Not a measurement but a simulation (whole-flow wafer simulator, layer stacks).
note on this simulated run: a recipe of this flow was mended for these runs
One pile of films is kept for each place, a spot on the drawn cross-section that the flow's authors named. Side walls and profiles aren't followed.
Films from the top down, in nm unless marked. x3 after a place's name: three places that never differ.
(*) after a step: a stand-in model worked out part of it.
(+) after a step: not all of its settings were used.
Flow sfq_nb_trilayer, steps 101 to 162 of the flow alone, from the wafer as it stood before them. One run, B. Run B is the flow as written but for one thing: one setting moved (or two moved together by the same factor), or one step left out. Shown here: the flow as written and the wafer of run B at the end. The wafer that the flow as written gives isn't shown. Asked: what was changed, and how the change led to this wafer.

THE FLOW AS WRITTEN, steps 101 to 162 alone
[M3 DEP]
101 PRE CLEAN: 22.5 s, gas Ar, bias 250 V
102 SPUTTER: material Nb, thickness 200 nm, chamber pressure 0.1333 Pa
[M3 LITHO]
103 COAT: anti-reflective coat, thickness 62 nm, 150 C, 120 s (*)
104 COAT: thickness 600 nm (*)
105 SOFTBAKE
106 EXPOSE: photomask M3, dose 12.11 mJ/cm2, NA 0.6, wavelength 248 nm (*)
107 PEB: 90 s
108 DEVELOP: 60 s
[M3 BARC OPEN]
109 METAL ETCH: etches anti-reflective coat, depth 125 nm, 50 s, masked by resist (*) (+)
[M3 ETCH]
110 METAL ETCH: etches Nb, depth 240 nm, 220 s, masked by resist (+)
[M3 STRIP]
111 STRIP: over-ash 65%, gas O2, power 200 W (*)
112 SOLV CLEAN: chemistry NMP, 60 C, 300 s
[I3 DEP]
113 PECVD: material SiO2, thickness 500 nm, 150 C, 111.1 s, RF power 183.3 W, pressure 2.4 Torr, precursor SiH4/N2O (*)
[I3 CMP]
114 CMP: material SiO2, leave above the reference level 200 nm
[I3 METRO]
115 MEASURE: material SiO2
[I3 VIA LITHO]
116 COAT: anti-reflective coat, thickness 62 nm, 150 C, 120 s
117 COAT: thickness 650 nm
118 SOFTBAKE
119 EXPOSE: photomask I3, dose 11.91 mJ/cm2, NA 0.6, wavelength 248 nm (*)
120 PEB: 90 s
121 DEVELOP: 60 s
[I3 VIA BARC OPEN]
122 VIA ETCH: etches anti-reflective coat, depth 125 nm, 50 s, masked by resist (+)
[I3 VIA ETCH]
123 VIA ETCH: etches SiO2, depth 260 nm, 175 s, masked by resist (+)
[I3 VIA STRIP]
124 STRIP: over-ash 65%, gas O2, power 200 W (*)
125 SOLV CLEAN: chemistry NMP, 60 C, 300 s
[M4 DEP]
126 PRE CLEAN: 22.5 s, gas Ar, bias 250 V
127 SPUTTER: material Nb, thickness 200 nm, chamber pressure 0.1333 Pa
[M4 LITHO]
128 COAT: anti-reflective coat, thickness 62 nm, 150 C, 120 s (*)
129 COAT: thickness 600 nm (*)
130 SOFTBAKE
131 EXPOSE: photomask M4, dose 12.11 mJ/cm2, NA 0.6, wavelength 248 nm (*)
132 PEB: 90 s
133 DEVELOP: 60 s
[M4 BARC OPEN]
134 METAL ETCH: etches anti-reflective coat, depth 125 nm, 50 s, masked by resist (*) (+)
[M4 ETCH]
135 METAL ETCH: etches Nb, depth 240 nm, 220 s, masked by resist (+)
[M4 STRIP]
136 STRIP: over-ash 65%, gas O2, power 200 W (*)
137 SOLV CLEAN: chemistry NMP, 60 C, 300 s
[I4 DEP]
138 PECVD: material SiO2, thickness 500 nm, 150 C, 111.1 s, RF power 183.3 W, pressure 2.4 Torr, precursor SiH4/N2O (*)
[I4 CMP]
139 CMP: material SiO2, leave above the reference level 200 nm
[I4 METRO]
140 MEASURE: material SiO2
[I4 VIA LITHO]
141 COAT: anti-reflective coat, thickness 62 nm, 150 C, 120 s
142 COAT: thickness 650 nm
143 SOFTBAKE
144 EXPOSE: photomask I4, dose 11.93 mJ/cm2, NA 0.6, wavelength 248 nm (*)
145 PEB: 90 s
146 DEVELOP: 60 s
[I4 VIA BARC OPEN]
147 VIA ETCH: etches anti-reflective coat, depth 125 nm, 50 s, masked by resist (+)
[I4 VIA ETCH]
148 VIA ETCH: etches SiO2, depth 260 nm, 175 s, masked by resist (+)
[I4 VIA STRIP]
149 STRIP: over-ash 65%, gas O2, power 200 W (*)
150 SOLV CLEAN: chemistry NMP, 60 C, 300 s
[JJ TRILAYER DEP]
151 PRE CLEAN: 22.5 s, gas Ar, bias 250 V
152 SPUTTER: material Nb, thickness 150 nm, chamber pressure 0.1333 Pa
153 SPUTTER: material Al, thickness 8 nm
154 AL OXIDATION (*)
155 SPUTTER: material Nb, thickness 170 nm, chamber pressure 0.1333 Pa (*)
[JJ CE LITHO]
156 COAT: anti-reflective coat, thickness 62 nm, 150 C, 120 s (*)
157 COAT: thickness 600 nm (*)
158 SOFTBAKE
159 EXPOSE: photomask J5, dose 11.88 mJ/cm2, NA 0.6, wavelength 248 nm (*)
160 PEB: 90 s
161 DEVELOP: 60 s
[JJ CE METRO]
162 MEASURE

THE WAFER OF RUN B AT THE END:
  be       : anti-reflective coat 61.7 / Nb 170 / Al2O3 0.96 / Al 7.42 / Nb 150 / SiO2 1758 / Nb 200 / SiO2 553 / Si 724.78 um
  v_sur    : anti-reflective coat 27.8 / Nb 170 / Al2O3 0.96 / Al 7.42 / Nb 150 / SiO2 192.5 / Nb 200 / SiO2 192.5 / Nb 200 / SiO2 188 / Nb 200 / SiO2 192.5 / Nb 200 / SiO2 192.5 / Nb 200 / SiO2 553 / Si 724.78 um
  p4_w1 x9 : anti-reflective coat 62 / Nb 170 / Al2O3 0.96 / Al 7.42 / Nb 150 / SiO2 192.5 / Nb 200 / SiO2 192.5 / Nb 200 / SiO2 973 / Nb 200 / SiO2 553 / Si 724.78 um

The cause: step 101, PRE CLEAN: 36 s was run, where the flow has 22.5 s.

How the change led to this, step by step:
  101 PRE CLEAN: 22.5 s, gas Ar, bias 250 V
      field_l, v_sur, via_wl and 102 more: SiO2 -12 (as written it would be: SiO2 -7.5)
      via_w: Nb -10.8 (as written it would be: Nb -6.45)
